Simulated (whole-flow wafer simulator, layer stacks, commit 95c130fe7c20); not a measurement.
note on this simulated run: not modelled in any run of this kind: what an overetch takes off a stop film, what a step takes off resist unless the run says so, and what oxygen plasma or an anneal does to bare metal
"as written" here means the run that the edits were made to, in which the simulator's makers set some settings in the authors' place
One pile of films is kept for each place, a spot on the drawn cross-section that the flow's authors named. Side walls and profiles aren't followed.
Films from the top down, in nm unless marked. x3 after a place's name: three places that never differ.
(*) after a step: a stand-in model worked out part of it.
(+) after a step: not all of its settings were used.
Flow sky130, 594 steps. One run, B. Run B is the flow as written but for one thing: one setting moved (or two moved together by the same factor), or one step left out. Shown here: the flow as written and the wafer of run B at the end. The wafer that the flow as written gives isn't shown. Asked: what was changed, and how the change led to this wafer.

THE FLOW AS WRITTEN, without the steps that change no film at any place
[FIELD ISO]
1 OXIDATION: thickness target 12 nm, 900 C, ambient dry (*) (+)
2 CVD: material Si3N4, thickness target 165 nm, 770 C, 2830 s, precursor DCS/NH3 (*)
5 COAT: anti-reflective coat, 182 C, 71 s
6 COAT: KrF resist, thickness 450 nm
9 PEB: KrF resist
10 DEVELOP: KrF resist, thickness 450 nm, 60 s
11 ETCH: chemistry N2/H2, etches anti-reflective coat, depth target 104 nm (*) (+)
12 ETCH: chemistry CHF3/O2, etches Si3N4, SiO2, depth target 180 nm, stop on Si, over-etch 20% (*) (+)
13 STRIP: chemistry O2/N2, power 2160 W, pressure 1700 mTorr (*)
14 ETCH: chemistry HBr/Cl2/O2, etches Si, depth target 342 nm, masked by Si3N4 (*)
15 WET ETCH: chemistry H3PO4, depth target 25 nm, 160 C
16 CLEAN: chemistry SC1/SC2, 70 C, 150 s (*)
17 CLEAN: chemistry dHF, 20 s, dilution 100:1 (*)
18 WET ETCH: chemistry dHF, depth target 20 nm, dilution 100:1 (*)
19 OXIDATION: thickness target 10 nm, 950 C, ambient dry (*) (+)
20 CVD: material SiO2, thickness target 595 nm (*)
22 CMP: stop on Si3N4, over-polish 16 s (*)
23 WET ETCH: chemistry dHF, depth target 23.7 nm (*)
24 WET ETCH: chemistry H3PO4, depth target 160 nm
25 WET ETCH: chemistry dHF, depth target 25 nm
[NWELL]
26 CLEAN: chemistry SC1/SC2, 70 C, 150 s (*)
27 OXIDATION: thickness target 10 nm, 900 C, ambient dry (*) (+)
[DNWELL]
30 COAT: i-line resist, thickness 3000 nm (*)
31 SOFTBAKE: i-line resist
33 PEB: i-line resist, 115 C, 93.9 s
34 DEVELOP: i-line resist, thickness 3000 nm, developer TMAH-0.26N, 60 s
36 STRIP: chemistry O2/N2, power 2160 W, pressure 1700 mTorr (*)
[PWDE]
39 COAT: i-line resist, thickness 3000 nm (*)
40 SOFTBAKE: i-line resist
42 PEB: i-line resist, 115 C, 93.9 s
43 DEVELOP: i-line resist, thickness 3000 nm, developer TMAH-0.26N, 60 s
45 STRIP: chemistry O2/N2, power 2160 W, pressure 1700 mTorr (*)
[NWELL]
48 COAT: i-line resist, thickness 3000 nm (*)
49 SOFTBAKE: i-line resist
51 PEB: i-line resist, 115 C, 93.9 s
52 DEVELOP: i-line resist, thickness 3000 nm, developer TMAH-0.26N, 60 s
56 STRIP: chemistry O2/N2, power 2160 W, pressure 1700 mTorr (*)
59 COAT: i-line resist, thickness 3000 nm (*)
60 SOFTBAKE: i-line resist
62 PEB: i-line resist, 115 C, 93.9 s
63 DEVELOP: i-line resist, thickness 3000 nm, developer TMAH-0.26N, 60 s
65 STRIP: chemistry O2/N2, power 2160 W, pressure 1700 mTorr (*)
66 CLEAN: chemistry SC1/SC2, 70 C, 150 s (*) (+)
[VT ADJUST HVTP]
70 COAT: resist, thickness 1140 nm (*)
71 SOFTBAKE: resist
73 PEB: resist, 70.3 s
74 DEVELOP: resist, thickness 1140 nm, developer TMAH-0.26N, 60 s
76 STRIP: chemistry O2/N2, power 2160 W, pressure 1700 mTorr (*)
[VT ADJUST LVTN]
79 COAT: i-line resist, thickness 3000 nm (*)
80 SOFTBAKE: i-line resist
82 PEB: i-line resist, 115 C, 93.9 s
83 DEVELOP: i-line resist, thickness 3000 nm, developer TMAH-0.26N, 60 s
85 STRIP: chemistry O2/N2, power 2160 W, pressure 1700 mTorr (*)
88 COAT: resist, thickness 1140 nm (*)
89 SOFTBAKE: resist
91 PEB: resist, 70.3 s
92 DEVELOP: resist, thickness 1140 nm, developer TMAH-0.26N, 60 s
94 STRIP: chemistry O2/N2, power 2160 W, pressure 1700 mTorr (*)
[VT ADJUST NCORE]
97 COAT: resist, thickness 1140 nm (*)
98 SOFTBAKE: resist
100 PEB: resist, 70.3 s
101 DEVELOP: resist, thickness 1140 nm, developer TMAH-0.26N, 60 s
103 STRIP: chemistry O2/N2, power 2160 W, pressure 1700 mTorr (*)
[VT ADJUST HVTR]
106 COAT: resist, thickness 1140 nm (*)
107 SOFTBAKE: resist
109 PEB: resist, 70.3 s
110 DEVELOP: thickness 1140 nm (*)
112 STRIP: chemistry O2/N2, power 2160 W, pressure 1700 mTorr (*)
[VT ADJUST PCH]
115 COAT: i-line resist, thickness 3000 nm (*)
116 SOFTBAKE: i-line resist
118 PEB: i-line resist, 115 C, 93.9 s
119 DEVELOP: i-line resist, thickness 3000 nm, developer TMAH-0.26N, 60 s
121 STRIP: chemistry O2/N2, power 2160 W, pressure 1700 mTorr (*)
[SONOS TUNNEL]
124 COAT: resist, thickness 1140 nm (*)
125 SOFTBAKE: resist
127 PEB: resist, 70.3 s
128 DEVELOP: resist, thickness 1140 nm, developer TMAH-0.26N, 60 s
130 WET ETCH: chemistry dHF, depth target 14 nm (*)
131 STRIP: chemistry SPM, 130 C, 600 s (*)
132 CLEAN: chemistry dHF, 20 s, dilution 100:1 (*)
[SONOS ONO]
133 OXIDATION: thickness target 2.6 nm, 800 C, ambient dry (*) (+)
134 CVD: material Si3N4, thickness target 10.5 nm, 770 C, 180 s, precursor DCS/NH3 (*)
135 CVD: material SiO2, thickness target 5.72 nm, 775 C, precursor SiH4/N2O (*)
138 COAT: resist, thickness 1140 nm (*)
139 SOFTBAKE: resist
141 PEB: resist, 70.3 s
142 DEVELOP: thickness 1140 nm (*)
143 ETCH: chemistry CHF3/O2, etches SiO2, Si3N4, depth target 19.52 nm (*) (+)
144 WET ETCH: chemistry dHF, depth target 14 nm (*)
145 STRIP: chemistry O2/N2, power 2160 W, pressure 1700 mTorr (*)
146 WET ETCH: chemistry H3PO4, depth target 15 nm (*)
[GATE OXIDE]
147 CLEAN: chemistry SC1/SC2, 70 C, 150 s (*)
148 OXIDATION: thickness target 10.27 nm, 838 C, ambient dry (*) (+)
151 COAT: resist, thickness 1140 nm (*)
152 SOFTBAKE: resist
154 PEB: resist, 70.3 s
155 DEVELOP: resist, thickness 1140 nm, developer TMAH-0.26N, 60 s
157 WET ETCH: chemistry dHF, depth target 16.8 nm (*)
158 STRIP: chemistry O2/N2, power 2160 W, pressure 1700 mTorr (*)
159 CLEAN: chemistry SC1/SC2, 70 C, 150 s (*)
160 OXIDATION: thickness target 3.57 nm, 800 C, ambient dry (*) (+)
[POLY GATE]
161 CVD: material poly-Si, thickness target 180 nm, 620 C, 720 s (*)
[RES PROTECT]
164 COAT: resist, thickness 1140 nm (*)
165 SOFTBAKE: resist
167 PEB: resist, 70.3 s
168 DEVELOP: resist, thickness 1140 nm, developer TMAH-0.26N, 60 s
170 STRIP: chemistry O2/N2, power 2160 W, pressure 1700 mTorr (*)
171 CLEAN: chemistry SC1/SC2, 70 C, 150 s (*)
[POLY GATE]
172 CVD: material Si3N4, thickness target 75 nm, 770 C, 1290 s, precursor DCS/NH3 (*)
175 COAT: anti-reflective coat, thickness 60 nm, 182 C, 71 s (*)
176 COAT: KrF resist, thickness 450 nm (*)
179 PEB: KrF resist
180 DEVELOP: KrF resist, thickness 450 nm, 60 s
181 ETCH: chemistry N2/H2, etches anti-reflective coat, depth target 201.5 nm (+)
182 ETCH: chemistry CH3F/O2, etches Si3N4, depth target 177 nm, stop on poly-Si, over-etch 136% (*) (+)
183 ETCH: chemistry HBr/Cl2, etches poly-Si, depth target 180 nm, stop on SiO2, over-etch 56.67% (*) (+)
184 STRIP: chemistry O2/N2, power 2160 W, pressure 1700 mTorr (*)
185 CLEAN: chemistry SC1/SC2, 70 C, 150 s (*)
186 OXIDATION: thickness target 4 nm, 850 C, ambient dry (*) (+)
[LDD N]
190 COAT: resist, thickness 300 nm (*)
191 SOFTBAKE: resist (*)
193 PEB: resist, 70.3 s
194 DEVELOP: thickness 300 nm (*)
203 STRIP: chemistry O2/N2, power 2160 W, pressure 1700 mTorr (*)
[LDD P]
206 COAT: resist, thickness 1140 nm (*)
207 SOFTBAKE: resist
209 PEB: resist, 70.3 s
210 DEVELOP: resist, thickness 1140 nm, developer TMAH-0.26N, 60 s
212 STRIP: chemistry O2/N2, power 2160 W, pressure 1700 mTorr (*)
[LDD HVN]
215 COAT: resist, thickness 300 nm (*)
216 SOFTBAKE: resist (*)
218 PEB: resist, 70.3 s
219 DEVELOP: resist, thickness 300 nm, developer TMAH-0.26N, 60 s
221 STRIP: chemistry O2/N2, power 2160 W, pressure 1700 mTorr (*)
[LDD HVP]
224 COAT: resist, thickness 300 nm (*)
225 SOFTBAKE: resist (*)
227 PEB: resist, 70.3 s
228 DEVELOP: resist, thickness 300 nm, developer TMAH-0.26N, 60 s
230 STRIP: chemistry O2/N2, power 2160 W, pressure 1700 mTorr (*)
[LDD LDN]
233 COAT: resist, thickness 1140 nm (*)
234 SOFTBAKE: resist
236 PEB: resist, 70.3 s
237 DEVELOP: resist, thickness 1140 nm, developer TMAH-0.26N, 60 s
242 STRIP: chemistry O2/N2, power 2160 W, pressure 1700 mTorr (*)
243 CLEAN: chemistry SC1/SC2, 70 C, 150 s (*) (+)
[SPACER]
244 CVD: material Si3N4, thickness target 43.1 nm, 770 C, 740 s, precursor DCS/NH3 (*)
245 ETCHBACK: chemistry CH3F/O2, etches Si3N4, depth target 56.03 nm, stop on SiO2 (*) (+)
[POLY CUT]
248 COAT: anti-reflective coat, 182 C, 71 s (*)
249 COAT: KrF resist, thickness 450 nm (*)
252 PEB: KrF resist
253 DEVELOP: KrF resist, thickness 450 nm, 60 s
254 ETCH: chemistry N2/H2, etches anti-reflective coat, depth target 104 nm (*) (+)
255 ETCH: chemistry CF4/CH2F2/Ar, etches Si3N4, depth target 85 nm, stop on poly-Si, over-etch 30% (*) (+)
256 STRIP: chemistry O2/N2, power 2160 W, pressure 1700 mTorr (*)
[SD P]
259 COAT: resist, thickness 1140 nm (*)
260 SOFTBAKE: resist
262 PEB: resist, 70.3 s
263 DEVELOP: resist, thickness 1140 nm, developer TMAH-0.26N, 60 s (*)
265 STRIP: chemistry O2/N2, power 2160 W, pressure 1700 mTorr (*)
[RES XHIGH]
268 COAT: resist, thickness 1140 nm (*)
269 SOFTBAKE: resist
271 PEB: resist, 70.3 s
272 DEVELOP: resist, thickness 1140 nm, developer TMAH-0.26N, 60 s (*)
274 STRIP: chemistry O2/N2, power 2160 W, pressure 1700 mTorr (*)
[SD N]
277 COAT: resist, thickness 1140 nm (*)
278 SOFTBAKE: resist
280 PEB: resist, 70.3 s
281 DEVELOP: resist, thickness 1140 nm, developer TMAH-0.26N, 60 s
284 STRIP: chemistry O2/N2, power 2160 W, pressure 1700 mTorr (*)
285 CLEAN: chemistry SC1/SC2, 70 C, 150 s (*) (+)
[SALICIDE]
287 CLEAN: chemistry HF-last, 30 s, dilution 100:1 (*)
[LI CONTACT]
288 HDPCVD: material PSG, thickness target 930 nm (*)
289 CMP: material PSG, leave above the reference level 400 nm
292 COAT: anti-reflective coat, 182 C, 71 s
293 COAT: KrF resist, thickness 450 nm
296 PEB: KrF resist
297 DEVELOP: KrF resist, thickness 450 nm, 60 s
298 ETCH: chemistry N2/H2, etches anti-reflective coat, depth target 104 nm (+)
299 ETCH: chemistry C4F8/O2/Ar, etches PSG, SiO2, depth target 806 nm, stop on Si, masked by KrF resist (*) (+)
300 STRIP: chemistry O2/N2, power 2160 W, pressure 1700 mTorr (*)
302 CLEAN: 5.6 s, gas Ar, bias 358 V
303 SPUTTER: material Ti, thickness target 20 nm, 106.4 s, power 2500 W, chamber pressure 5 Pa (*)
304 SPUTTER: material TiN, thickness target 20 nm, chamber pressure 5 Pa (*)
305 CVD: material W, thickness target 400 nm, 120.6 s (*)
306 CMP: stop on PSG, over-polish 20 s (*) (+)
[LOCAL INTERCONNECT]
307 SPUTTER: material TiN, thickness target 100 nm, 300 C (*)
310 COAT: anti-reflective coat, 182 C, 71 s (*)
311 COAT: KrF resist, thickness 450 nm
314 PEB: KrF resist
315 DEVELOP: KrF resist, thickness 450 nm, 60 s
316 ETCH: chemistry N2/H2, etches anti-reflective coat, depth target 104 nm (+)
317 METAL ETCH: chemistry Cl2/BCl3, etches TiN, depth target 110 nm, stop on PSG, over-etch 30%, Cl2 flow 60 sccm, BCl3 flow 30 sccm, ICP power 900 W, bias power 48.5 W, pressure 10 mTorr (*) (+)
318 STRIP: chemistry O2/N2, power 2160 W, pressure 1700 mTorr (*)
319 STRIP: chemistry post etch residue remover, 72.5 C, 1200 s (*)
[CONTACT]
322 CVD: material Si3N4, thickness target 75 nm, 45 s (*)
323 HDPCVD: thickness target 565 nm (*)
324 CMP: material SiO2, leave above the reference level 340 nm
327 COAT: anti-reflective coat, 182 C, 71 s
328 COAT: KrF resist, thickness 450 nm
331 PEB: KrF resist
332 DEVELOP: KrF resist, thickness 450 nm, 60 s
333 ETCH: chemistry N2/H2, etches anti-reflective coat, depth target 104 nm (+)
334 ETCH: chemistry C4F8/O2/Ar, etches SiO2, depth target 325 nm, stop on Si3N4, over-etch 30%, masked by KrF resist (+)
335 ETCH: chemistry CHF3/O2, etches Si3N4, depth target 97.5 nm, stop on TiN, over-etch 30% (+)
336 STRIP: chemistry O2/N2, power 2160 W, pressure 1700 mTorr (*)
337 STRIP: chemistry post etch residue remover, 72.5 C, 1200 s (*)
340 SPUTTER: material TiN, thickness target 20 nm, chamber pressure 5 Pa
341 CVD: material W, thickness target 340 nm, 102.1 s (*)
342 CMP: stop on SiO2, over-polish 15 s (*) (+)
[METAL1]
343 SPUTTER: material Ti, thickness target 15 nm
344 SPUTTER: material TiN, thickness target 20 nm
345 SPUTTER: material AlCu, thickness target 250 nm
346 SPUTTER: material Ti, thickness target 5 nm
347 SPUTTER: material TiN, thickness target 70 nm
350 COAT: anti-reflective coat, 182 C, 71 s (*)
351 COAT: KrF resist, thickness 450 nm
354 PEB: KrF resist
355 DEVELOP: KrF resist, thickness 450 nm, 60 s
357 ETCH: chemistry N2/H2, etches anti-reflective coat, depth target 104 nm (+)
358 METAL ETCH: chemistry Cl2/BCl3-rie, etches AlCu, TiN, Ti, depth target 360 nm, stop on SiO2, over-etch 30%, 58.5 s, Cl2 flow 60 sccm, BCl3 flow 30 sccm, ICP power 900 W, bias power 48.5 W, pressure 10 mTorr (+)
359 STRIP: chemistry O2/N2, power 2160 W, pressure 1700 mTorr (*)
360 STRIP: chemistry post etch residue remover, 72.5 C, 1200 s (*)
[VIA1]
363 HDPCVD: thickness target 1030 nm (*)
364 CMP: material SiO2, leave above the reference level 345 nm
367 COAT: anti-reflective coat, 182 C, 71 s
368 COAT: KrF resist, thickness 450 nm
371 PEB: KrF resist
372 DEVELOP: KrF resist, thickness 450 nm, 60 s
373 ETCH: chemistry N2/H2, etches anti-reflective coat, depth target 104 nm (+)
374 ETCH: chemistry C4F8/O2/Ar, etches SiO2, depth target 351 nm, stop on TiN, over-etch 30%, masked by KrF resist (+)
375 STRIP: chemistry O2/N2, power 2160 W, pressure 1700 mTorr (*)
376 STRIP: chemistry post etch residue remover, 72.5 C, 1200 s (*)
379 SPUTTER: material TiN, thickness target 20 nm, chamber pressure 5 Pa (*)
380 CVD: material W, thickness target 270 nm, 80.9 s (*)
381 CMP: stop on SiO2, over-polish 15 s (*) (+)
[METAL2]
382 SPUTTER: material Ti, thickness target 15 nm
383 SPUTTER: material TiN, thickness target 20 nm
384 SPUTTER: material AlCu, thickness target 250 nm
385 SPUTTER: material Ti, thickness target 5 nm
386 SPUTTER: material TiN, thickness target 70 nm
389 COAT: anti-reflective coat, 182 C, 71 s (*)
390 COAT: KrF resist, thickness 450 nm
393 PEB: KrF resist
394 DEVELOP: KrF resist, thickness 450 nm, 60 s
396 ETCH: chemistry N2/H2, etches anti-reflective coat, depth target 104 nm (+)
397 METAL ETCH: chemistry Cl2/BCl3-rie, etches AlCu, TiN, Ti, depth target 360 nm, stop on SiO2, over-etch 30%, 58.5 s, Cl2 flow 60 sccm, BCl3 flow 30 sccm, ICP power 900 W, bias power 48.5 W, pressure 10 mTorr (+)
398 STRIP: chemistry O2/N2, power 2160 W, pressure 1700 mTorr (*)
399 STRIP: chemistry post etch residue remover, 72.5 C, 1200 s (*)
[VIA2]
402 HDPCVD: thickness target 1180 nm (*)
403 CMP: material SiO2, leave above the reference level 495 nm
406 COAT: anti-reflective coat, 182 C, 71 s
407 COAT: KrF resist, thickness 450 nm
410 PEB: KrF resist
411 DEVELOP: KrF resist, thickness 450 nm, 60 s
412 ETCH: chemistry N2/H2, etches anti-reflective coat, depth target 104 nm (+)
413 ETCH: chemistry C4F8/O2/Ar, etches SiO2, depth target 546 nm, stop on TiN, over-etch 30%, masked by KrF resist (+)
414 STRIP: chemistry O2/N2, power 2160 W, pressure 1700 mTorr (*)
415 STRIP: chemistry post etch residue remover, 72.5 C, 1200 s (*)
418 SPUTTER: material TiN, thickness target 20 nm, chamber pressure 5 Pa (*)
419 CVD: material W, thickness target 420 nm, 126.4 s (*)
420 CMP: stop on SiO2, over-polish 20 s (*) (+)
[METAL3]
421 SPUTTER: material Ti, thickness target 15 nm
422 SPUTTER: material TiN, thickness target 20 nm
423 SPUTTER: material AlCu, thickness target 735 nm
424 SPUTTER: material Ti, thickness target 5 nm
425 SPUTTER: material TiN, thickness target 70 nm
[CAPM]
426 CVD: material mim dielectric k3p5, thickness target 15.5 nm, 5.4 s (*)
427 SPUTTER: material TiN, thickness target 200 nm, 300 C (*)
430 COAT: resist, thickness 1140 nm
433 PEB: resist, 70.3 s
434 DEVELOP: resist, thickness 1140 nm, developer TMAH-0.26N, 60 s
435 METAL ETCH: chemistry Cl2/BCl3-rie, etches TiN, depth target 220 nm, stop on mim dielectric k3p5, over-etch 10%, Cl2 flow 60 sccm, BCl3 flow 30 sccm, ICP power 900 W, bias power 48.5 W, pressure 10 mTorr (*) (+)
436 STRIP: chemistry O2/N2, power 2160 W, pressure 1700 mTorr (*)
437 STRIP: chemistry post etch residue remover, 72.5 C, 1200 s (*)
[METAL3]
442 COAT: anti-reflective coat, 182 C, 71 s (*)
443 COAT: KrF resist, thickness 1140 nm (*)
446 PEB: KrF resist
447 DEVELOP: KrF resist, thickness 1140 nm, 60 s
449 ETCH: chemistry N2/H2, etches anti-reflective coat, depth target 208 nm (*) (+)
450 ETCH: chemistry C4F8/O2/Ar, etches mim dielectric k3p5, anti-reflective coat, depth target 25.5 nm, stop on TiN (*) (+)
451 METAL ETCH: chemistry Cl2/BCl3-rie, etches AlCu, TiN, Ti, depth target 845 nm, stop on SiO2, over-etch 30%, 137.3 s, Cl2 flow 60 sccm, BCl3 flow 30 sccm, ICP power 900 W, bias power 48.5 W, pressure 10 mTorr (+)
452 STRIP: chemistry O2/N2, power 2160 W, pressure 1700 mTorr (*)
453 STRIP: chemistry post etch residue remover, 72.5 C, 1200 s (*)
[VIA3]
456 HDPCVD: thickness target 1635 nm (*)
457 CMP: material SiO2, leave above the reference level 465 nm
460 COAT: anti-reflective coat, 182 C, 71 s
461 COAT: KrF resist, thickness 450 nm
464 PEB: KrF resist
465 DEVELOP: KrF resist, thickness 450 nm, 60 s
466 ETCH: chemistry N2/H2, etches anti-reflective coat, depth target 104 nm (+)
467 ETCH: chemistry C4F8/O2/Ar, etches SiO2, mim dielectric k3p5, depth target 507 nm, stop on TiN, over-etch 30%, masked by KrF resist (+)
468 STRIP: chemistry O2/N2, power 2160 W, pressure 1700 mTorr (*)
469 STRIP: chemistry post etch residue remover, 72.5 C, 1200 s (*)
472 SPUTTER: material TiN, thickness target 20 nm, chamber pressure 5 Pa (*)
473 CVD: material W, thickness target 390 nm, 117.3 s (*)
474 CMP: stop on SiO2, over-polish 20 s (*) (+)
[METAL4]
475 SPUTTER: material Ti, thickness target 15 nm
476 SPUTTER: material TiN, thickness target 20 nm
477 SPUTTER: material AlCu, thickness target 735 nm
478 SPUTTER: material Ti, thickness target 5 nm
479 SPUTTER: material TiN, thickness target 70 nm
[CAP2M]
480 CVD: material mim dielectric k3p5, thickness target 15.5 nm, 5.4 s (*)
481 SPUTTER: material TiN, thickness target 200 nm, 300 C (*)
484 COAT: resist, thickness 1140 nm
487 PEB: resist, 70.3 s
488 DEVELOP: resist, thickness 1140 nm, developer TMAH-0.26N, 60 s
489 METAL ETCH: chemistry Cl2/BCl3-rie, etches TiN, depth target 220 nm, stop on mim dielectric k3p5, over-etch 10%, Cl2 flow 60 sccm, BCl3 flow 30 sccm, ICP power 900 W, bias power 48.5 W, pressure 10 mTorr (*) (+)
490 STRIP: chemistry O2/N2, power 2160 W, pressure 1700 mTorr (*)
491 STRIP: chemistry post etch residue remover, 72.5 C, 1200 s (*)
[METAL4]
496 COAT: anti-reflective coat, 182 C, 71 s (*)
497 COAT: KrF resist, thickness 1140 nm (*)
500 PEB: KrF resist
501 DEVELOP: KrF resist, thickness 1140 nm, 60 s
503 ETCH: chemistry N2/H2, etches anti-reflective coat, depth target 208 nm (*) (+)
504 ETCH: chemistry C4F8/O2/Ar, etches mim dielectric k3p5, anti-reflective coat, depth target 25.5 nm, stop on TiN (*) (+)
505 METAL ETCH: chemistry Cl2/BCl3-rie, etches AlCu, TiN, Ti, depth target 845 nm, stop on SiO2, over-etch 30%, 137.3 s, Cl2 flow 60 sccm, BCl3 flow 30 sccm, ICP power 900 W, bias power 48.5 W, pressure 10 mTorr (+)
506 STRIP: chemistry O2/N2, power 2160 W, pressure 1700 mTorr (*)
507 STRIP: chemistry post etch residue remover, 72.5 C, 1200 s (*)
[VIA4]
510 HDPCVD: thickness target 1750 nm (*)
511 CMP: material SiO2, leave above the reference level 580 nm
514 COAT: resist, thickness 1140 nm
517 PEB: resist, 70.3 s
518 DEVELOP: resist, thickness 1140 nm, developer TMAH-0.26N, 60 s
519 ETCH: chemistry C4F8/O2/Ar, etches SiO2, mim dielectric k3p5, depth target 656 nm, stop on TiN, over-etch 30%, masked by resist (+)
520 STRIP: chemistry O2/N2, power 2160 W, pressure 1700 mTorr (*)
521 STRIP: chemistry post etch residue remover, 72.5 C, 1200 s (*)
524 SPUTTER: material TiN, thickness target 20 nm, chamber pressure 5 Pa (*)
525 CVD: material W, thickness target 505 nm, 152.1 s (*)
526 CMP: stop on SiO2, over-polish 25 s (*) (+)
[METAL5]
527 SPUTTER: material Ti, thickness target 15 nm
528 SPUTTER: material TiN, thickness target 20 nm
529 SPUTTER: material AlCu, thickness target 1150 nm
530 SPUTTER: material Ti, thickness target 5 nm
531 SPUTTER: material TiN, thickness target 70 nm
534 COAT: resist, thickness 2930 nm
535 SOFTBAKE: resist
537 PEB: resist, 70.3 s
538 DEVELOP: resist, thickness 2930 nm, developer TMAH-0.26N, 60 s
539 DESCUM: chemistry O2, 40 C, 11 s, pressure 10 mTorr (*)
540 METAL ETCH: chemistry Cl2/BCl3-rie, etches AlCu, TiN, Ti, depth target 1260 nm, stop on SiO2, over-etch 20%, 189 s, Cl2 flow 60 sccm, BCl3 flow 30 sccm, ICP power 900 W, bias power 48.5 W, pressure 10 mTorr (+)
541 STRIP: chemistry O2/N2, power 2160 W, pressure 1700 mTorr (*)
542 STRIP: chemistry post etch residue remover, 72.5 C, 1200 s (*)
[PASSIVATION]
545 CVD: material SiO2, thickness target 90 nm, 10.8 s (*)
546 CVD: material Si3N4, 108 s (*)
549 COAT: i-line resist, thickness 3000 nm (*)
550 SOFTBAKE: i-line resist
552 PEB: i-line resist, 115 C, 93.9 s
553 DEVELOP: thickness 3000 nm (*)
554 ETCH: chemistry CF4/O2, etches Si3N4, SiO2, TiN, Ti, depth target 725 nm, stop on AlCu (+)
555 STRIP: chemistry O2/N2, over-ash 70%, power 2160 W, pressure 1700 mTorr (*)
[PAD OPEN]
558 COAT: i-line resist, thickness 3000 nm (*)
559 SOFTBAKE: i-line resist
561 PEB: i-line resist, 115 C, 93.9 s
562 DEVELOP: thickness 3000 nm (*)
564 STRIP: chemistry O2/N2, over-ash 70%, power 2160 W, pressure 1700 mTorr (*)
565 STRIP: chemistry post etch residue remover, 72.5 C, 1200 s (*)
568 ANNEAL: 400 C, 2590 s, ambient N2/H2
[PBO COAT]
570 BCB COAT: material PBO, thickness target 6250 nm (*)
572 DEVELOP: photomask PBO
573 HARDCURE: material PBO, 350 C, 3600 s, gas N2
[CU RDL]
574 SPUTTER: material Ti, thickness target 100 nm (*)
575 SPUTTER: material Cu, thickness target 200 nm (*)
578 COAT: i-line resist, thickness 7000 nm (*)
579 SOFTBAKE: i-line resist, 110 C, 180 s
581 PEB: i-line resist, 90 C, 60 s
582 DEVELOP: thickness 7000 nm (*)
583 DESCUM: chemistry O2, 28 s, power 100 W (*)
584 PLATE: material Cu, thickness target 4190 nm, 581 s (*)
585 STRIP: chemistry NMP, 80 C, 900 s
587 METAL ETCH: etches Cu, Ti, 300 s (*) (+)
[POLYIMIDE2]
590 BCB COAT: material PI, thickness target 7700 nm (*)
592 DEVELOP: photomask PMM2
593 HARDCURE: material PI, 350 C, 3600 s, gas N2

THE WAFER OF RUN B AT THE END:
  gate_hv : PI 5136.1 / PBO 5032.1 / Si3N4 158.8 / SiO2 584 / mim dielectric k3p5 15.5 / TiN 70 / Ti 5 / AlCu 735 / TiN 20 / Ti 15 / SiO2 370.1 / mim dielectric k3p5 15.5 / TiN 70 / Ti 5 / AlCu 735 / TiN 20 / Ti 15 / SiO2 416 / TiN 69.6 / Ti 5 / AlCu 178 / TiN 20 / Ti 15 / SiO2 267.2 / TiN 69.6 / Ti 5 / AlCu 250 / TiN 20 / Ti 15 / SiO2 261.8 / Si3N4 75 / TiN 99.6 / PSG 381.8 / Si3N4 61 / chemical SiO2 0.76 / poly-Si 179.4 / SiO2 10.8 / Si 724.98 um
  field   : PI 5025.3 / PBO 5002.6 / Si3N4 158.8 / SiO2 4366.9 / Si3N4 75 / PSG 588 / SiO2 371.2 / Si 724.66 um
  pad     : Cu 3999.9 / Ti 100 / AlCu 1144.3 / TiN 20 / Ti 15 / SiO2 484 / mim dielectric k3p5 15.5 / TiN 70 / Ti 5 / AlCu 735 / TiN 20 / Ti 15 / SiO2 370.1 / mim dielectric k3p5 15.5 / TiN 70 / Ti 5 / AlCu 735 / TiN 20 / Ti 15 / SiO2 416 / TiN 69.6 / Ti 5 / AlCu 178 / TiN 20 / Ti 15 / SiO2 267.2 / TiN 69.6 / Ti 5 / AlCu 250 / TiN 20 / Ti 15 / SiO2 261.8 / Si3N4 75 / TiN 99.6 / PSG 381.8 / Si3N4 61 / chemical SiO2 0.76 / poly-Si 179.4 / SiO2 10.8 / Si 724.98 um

The cause: step 384, SPUTTER: thickness target 178 nm was run, where the flow has thickness target 250 nm.
It can be read off the wafer: gate_hv has AlCu 178, and step 384 as written asks for 250 nm.

How the change led to this, step by step:
  384 SPUTTER: material AlCu, thickness target 250 nm
      field, active, n_well and 188 more: AlCu +178 (new film) (as written it would be: AlCu +250 (new film))
  397 METAL ETCH: chemistry Cl2/BCl3-rie, etches AlCu, TiN, Ti, depth target 360 nm, stop on SiO2, over-etch 30%, 58.5 s, Cl2 flow 60 sccm, BCl3 flow 30 sccm, ICP power 900 W, bias power 48.5 W, pressure 10 mTorr (+)
      field, active, gate and 82 more: TiN -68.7 (all of it), Ti -5 (all of it), AlCu -178 (all of it), TiN -20 (all of it), Ti -15 (all of it), SiO2 -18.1 (as written it would be: TiN -68.7 (all of it), Ti -5 (all of it), AlCu -250 (all of it), TiN -20 (all of it), Ti -15 (all of it), SiO2 -10.9)
  403 CMP: material SiO2, leave above the reference level 495 nm
      field, active, gate and 82 more: SiO2 -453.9 (as written it would be: SiO2 -389.1)
